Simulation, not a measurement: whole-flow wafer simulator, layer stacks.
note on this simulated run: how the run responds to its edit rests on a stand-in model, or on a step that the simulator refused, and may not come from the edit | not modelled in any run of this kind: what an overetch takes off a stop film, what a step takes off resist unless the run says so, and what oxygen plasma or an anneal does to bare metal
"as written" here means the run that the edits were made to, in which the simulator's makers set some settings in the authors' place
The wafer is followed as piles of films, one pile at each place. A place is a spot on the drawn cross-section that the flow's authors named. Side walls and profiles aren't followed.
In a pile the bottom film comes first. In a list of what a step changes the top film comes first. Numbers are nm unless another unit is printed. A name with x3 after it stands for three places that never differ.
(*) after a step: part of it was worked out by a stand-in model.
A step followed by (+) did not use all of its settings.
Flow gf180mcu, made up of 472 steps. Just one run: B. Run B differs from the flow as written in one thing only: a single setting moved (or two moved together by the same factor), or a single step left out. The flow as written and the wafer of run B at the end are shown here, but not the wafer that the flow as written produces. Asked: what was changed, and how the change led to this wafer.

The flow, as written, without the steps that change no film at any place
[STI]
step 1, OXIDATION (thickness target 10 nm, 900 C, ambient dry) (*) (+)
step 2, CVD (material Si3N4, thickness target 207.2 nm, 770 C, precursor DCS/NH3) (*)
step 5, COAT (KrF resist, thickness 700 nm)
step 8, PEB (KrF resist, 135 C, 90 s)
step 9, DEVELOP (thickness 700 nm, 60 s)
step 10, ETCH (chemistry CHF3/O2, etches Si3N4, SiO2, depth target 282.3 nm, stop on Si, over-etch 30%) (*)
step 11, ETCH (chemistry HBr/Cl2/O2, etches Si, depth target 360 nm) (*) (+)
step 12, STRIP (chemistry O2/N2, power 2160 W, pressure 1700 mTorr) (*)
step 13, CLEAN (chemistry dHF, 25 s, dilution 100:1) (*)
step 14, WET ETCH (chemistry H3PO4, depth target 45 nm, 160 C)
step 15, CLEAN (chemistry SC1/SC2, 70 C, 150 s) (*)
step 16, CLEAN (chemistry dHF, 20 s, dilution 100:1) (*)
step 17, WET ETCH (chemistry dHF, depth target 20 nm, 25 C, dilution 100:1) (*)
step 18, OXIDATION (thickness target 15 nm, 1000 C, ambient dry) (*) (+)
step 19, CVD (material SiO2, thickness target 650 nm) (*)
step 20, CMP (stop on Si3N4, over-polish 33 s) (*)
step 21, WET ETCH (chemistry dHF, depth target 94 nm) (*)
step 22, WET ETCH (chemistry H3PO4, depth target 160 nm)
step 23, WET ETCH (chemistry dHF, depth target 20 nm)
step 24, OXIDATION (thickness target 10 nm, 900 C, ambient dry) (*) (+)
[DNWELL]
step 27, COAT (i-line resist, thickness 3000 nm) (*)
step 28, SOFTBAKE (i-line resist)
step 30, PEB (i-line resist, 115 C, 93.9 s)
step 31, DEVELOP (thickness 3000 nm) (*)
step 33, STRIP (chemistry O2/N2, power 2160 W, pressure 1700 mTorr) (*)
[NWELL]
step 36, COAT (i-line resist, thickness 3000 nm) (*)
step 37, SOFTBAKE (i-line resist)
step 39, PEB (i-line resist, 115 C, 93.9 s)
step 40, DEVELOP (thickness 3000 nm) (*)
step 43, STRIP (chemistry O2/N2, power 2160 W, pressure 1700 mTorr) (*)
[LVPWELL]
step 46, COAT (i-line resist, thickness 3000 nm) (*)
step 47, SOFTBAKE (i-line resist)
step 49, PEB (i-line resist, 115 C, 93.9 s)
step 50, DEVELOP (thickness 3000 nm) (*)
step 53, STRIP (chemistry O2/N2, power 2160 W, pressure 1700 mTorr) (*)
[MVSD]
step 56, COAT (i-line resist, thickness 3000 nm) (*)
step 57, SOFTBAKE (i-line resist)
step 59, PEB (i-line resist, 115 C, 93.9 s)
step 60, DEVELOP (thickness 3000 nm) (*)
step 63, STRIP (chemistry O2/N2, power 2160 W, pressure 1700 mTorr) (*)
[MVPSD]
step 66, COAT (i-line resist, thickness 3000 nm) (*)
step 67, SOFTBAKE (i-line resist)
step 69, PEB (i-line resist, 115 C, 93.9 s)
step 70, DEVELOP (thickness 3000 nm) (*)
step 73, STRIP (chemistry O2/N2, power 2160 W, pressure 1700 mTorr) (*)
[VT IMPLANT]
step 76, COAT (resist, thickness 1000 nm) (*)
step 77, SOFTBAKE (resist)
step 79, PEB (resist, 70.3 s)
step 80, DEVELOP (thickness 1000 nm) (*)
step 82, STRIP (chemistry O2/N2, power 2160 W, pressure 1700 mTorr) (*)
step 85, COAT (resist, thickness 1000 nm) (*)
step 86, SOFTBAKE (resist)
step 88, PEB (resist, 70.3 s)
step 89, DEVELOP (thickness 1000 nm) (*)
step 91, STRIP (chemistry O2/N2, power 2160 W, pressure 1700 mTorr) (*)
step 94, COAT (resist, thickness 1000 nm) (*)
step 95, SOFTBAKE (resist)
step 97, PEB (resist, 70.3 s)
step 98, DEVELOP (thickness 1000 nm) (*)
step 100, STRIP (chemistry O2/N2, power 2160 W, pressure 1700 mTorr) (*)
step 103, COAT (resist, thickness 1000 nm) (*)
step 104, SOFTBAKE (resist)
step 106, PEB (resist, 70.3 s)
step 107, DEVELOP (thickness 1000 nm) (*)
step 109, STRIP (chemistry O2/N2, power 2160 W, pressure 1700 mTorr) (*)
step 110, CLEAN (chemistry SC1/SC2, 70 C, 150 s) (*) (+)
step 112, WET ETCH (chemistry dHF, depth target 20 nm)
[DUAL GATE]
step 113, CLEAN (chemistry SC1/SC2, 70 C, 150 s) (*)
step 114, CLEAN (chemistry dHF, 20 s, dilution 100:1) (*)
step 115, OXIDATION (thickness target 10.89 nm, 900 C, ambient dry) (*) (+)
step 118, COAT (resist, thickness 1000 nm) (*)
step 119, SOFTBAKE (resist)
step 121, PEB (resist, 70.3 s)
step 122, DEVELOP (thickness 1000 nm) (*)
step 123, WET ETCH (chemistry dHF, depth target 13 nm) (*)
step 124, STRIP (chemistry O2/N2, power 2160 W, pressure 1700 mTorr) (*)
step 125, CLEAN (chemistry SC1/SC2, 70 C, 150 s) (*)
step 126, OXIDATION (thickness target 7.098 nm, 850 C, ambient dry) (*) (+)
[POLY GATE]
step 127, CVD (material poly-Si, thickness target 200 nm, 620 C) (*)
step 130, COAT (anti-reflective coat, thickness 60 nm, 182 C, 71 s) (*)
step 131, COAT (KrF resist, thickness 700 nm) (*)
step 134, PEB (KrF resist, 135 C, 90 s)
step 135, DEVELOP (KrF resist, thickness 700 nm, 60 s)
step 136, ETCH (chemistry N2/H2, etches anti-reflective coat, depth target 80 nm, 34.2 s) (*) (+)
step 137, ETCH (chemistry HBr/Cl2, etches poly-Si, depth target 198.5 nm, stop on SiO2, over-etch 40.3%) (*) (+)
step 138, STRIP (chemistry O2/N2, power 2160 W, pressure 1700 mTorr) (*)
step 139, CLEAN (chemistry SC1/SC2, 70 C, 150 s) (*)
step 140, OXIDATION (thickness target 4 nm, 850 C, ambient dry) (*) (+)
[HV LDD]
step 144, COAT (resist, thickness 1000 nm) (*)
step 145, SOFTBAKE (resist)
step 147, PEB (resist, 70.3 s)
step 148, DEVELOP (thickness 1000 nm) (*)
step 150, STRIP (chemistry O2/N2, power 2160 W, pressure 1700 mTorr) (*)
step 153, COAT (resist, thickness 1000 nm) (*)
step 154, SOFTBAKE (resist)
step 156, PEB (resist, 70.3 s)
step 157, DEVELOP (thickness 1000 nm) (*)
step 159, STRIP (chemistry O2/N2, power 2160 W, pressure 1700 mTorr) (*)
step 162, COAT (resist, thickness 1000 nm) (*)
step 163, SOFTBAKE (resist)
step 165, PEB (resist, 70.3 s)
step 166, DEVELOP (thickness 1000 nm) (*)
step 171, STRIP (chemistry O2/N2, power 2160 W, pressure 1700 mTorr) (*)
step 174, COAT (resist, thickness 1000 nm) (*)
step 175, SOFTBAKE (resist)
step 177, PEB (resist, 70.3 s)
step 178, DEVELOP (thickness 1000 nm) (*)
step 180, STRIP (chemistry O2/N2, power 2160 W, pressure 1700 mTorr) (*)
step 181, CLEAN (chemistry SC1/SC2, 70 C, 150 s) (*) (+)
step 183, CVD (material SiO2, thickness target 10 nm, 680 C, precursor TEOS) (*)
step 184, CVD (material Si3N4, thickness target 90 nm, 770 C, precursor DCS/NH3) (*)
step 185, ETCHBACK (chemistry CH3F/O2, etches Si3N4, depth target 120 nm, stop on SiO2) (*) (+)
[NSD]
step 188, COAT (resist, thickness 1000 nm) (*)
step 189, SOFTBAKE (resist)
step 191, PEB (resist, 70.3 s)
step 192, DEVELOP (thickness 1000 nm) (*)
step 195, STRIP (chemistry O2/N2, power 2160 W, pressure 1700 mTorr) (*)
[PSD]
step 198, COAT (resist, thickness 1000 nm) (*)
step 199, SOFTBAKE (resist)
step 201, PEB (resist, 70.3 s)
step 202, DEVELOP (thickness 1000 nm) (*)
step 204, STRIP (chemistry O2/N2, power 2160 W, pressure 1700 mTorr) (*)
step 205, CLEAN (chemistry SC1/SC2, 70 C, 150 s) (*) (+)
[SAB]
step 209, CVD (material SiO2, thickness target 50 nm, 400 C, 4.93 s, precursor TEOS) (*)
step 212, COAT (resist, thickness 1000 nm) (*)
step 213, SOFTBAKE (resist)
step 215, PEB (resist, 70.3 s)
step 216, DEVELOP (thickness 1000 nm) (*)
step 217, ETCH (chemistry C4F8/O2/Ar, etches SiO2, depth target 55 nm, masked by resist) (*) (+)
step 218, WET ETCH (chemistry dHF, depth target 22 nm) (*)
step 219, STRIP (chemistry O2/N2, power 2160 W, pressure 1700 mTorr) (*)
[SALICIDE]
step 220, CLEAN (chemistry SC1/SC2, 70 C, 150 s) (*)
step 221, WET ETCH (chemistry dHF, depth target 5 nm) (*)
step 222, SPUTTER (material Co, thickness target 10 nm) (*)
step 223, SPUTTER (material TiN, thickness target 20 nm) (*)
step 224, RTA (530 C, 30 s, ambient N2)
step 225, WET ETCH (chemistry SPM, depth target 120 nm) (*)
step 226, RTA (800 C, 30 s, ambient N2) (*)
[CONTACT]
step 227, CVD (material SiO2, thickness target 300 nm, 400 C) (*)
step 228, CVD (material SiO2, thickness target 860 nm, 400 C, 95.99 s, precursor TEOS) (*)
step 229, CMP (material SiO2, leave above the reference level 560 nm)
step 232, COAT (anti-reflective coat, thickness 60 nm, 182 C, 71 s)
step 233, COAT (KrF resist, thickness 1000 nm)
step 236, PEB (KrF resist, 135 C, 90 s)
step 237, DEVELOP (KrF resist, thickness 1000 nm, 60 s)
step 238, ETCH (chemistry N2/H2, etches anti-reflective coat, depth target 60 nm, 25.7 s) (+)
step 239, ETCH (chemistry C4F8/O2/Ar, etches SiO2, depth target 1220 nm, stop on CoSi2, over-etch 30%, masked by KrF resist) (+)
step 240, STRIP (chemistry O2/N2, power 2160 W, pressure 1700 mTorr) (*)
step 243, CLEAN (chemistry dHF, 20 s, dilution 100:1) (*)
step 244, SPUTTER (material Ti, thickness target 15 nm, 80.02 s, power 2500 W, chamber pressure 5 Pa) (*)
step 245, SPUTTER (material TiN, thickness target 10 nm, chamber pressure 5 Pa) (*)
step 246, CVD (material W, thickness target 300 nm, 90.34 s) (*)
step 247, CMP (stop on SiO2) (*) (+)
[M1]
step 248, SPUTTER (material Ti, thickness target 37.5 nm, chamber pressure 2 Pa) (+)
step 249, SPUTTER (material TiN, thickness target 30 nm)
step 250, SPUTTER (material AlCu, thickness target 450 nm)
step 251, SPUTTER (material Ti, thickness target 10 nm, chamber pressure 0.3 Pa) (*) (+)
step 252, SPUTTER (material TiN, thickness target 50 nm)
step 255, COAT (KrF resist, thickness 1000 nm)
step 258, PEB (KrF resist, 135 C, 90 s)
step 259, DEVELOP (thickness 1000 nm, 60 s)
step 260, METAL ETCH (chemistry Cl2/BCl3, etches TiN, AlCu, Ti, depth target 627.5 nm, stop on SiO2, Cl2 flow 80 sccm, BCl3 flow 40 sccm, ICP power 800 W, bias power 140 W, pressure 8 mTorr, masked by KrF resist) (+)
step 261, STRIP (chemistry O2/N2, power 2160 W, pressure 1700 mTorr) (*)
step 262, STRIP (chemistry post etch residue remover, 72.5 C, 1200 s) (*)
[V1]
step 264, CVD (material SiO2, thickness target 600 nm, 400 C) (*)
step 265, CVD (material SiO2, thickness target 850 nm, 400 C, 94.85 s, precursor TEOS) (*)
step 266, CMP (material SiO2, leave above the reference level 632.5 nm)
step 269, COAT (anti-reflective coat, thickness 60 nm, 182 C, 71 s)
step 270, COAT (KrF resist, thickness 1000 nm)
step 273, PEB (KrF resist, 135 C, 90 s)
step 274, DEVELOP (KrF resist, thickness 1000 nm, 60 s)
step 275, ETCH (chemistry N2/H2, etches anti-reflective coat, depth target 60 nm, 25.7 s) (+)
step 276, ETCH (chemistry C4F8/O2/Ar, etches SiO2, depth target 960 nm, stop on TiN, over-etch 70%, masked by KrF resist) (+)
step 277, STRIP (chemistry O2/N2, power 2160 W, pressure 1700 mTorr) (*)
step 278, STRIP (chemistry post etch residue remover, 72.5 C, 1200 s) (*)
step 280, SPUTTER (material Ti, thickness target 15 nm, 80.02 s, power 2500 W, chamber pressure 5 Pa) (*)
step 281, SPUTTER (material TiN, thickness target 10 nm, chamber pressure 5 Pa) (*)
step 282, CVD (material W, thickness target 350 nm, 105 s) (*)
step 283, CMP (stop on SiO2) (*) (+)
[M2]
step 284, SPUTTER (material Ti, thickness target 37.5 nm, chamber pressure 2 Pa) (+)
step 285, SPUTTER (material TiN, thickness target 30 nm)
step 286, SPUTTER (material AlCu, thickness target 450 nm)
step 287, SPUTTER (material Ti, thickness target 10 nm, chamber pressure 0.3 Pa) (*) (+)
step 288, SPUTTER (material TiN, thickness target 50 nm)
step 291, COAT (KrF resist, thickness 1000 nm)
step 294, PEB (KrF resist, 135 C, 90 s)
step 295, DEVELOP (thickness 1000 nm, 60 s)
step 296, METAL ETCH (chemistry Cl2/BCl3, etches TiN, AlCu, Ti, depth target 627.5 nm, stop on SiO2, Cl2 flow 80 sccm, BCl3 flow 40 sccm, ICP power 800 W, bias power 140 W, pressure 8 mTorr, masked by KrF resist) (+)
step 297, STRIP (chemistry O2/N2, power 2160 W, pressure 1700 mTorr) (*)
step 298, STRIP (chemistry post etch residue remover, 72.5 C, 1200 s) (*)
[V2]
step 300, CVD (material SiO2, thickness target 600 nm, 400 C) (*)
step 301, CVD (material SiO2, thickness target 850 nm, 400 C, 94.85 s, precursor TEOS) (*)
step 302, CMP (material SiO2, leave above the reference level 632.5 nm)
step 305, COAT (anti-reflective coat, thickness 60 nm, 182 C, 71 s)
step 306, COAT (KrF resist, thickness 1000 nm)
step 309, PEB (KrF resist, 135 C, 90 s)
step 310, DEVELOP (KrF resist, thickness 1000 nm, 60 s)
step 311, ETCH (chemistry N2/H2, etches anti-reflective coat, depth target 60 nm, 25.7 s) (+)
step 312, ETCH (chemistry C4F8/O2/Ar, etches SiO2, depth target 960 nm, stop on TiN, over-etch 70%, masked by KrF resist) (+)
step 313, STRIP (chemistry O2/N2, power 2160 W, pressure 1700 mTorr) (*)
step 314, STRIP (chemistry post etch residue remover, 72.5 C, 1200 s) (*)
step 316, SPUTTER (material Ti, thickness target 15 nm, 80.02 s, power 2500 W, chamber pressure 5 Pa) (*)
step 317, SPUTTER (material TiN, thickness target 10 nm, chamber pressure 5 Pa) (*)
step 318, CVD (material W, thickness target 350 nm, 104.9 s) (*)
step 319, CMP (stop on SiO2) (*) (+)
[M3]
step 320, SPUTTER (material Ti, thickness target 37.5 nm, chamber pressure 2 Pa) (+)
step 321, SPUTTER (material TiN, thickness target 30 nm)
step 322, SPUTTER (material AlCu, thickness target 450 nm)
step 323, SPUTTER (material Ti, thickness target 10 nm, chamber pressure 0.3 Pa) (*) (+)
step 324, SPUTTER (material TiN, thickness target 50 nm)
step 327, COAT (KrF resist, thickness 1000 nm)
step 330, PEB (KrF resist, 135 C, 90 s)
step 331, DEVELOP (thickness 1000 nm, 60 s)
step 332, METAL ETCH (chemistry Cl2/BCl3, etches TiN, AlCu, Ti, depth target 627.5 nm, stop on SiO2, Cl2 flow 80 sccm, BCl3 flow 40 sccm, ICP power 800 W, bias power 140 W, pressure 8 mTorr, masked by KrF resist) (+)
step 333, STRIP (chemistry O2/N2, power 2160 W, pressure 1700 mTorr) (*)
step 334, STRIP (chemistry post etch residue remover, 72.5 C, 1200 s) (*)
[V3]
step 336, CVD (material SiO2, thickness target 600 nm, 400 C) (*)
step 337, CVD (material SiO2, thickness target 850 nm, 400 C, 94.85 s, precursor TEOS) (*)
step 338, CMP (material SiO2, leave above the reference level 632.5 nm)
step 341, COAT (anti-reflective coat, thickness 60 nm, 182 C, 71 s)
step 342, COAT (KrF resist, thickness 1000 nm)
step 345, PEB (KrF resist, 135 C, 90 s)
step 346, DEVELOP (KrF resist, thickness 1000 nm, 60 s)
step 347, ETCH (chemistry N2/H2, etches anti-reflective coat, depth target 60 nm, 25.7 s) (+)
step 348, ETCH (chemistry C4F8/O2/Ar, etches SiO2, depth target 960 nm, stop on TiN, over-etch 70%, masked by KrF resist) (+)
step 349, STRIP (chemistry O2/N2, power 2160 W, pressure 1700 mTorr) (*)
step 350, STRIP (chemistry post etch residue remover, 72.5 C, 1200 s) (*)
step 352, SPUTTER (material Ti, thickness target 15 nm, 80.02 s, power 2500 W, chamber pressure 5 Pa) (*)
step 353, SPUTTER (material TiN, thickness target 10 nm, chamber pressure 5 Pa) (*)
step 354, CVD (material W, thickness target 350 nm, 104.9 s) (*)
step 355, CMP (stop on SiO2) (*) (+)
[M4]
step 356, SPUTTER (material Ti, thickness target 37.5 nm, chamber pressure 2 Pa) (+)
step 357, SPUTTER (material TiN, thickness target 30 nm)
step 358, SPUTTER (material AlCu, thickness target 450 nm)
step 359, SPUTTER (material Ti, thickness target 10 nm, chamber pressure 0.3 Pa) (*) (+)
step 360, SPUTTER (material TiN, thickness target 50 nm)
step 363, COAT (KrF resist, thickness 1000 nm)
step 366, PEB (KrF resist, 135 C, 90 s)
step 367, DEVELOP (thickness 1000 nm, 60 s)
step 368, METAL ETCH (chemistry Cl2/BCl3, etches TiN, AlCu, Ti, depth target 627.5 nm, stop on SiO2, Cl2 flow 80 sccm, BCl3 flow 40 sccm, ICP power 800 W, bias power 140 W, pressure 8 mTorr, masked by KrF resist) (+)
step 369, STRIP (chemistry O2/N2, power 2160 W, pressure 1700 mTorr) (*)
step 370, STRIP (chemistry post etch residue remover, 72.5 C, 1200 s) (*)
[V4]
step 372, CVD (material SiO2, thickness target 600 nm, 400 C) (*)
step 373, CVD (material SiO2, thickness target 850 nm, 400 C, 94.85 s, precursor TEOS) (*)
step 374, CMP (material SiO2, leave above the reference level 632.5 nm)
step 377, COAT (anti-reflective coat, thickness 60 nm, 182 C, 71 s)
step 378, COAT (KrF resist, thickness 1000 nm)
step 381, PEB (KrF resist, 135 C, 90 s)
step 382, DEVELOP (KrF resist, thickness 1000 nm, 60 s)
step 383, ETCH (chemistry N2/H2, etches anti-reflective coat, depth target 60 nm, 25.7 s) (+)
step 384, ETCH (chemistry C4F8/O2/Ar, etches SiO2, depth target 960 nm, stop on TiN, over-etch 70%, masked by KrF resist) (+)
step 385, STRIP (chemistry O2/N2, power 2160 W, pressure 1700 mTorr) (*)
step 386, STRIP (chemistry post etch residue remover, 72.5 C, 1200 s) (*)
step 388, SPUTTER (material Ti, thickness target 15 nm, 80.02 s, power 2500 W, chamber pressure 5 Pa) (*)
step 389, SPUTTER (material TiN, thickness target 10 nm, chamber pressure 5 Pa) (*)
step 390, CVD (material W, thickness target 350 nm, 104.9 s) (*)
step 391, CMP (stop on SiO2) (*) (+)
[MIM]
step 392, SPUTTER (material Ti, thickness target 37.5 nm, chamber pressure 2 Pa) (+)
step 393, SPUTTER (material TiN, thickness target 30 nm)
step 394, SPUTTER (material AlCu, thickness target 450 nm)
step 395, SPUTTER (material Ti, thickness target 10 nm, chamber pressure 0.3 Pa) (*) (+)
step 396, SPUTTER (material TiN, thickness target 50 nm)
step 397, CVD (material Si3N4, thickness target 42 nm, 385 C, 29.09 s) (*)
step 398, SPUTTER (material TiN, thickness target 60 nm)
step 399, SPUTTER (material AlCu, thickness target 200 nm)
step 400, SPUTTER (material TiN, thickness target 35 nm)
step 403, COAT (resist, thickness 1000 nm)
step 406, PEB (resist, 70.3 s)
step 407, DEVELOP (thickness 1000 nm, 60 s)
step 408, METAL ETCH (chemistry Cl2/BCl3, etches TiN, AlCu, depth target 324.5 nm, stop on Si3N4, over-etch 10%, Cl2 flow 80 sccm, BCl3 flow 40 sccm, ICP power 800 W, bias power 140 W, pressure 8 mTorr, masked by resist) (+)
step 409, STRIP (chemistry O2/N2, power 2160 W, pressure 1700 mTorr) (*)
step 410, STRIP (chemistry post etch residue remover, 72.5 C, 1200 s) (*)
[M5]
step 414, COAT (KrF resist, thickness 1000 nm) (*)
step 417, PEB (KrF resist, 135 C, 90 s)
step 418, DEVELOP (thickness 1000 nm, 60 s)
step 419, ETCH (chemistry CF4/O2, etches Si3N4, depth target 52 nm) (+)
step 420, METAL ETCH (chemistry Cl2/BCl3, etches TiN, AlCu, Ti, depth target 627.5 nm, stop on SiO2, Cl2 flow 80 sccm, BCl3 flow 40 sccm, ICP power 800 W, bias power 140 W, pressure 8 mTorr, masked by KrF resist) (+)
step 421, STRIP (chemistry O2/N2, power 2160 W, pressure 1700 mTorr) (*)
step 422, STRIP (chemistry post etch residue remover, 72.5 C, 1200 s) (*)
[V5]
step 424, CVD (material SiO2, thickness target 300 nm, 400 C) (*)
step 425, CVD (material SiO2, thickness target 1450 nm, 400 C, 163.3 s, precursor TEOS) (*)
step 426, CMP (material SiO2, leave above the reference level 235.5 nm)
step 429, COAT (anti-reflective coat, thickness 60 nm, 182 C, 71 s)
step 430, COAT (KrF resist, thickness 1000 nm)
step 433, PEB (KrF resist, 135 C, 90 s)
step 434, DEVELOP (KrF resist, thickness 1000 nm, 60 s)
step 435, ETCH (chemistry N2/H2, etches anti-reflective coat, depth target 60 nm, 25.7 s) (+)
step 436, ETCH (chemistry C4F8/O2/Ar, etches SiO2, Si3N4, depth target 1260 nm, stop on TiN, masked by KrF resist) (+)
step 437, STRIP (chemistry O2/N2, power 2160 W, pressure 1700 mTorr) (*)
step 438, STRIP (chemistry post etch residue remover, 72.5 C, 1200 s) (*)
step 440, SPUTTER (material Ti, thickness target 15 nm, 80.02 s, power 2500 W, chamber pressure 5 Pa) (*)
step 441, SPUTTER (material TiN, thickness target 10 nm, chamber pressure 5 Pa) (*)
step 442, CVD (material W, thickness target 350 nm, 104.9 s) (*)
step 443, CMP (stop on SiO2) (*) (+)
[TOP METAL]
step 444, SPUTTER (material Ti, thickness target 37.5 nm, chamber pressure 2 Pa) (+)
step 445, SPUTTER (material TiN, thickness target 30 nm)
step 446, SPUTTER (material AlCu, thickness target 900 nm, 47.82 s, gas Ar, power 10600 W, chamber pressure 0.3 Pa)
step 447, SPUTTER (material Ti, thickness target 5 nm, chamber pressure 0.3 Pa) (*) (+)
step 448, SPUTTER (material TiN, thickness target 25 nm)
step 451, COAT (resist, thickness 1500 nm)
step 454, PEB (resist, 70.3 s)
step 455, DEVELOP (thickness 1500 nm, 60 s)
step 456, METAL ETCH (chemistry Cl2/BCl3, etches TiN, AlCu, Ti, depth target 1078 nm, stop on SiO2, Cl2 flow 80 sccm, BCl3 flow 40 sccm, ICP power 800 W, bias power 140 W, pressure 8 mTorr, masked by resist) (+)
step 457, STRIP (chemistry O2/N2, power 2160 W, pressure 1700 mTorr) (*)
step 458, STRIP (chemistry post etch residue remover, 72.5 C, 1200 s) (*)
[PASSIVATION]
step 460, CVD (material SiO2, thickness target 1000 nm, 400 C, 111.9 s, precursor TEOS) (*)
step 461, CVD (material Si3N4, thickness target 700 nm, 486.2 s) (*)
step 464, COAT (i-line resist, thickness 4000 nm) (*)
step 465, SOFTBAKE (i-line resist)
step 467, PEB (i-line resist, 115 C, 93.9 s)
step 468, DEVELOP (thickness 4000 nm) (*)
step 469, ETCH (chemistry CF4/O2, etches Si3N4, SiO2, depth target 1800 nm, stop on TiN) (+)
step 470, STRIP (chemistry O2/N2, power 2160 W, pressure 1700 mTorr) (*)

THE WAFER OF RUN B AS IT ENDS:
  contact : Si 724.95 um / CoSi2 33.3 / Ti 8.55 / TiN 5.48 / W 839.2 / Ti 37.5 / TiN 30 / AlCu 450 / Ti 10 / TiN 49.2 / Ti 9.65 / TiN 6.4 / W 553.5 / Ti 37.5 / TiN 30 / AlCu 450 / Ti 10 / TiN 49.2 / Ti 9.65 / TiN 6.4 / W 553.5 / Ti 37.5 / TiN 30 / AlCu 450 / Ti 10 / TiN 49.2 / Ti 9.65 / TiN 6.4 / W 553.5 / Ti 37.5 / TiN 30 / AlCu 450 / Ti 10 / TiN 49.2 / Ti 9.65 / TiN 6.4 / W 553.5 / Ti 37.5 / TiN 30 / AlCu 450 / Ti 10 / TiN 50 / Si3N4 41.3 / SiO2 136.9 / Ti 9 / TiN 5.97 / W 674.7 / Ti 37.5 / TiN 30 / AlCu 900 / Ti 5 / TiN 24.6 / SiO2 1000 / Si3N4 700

Cause: step 436, ETCH: depth target 693 nm was run, though the flow has depth target 1260 nm.

Step by step, how the change led to this:
  step 436, ETCH (chemistry C4F8/O2/Ar, etches SiO2, Si3N4, depth target 1260 nm, stop on TiN, masked by KrF resist) (+)
      contact: -693 SiO2 (it would be, as written: -829.9 SiO2 (all of it), -41.3 Si3N4 (all of it))
      field, field__w1, field__w2 and 108 more: -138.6 KrF resist (it would be, as written: -252 KrF resist)
  step 437, STRIP (chemistry O2/N2, power 2160 W, pressure 1700 mTorr) (*)
      field, field__w1, field__w2 and 108 more: -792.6 KrF resist (all of it), -60 anti-reflective coat (all of it) (it would be, as written: -679.2 KrF resist (all of it), -60 anti-reflective coat (all of it))
  step 440, SPUTTER (material Ti, thickness target 15 nm, 80.02 s, power 2500 W, chamber pressure 5 Pa) (*)
      contact: +9 Ti (new film) (it would be, as written: +8.12 Ti (new film))
  step 441, SPUTTER (material TiN, thickness target 10 nm, chamber pressure 5 Pa) (*)
      contact: +5.97 TiN (new film) (it would be, as written: +5.38 TiN (new film))
  step 442, CVD (material W, thickness target 350 nm, 104.9 s) (*)
      contact: +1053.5 W (new film) (it would be, as written: +1233.6 W (new film))
Taking metal films that touch as one body, contact has 2 bodies (between them, from the top down: SiO2 136.9 / Si3N4 41.3); the flow as written gives 1 body.
